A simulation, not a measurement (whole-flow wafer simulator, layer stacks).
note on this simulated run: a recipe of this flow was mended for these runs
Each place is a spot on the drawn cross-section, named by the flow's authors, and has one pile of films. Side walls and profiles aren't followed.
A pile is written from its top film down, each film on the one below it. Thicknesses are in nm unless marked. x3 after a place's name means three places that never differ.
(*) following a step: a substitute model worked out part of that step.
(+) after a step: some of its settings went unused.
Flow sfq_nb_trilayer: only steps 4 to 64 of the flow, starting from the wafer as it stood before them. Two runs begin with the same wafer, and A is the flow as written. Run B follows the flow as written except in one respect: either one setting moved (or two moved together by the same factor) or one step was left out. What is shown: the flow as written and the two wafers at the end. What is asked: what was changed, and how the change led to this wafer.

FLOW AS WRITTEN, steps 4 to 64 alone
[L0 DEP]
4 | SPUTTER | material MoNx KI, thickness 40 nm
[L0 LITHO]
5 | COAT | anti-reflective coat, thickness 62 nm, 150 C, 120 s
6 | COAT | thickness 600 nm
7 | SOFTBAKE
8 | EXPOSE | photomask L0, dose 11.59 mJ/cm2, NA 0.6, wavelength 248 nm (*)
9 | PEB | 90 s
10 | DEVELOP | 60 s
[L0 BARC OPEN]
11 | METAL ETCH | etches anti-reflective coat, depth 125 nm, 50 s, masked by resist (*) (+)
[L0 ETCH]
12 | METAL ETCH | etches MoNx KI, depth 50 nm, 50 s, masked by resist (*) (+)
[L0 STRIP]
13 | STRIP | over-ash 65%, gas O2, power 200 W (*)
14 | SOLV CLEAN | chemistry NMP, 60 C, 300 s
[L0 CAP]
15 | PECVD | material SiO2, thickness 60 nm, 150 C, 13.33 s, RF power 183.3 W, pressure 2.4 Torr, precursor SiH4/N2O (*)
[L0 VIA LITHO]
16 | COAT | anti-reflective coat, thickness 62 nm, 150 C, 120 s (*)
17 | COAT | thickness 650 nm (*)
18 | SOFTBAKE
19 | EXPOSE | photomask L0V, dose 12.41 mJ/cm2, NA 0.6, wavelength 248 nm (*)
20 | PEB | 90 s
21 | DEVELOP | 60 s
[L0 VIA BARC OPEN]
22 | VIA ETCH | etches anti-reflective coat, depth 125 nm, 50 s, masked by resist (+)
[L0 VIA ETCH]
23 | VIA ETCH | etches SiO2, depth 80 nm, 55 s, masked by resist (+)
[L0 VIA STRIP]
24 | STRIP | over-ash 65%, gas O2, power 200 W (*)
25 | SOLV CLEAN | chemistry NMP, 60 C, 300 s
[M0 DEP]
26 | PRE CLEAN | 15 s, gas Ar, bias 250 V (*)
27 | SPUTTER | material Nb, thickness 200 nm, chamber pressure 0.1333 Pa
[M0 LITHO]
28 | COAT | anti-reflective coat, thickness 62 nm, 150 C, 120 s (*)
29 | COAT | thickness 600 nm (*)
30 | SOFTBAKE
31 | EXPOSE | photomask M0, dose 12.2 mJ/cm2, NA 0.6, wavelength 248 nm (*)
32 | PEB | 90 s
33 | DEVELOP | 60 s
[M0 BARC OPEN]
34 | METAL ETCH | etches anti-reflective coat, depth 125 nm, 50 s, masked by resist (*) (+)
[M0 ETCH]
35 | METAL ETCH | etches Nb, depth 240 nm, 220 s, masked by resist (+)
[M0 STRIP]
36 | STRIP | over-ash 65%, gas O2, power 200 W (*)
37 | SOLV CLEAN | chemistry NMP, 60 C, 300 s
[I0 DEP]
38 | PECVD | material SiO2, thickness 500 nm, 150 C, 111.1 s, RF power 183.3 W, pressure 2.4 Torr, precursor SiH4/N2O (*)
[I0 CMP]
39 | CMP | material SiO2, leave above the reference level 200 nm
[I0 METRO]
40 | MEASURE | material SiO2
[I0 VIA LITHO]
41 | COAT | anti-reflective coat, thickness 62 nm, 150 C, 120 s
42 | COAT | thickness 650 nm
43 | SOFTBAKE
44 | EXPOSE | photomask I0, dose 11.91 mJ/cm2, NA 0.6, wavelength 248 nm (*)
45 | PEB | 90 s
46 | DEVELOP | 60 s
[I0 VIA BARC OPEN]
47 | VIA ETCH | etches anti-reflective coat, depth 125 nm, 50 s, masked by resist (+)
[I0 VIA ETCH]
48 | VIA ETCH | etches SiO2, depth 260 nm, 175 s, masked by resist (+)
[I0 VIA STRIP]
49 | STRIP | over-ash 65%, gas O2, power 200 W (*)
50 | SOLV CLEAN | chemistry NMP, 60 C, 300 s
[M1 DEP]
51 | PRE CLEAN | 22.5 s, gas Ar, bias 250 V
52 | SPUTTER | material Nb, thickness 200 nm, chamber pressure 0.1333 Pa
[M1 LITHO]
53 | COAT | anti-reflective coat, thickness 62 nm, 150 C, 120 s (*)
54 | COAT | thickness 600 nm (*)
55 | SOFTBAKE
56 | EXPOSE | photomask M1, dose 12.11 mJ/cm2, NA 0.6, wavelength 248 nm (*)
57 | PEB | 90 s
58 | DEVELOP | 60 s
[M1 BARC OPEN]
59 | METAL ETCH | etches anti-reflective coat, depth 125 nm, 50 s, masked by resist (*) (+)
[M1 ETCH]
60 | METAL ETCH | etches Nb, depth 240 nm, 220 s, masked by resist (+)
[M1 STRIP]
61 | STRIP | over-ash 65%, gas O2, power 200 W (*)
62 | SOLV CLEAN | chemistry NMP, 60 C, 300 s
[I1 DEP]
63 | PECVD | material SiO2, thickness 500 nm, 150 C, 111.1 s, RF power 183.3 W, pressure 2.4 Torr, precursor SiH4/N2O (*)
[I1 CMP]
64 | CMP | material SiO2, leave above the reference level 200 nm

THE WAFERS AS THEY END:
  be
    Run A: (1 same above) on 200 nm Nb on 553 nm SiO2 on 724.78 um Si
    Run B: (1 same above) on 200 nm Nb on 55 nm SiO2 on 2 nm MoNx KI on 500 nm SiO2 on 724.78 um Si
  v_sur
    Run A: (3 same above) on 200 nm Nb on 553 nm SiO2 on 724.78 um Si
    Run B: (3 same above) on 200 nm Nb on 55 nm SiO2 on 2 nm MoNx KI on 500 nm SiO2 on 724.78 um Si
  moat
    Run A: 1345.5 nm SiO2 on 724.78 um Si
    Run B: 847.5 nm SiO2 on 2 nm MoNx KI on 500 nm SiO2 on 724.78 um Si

Cause: step 4, SPUTTER: thickness 52 nm was run, though the flow has thickness 40 nm.

How this came from the change, step by step:
  4 | SPUTTER | material MoNx KI, thickness 40 nm
      field_l, v_sur, via_wl and 103 more: A MoNx KI gains 40 (new film) | B MoNx KI gains 52 (new film)
  12 | METAL ETCH | etches MoNx KI, depth 50 nm, 50 s, masked by resist (*) (+)
      v_sur, via_wl, via_w and 97 more: A MoNx KI loses 40 (all of it), SiO2 loses 2 | B MoNx KI loses 50
  15 | PECVD | material SiO2, thickness 60 nm, 150 C, 13.33 s, RF power 183.3 W, pressure 2.4 Torr, precursor SiH4/N2O (*)
      v_sur, via_wl, via_w and 97 more: A SiO2 gains 60 | B SiO2 gains 60 (new film)
  16 | COAT | anti-reflective coat, thickness 62 nm, 150 C, 120 s (*)
      field_l: A anti-reflective coat gains 50 (new film) | B anti-reflective coat gains 47.8 (new film)
      v_sur: A anti-reflective coat gains 78.1 (new film) | B anti-reflective coat gains 81.2 (new film)
      (as well as at 4 more places)
  24 | STRIP | over-ash 65%, gas O2, power 200 W (*)
      field_l: A KrF-resist-other-grade loses 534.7 (all of it), anti-reflective coat loses 50 (all of it) | B KrF-resist-other-grade loses 533.4 (all of it), anti-reflective coat loses 47.8 (all of it)
      v_sur: A KrF-resist-other-grade loses 544.6 (all of it), anti-reflective coat loses 78.1 (all of it) | B KrF-resist-other-grade loses 545.1 (all of it), anti-reflective coat loses 81.2 (all of it)
      (as well as at 4 more places)
  28 | COAT | anti-reflective coat, thickness 62 nm, 150 C, 120 s (*)
      field_l: A anti-reflective coat gains 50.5 (new film) | B anti-reflective coat gains 48.8 (new film)
      v_sur: A anti-reflective coat gains 78.2 (new film) | B anti-reflective coat gains 81.3 (new film)
      (as well as at 4 more places)
  36 | STRIP | over-ash 65%, gas O2, power 200 W (*)
      field_l: A KrF-resist-other-grade loses 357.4 (all of it), anti-reflective coat loses 50.5 (all of it) | B KrF-resist-other-grade loses 355.9 (all of it), anti-reflective coat loses 48.8 (all of it)
      v_sur: A KrF-resist-other-grade loses 367.4 (all of it), anti-reflective coat loses 78.2 (all of it) | B KrF-resist-other-grade loses 368.1 (all of it), anti-reflective coat loses 81.3 (all of it)
      (as well as at 4 more places)
  39 | CMP | material SiO2, leave above the reference level 200 nm
      field_l, l0_sur, l0r_line_l, l0r_line_c, l0r_line_r: A SiO2 loses 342 | B SiO2 loses 350
      l0v: A SiO2 loses 277.4 | B SiO2 loses 285.4
Taking metal films that touch as one body, be has 2 bodies (between them, from the top down: SiO2 55); the flow as written gives 1 body.
Taking metal films that touch as one body, v_sur has 3 bodies (between them, from the top down: SiO2 192.5; SiO2 55); the flow as written gives 2 bodies (between them, from the top down: SiO2 192.5).
Taking metal films that touch as one body, moat has 1 body; the flow as written gives 0 bodies.
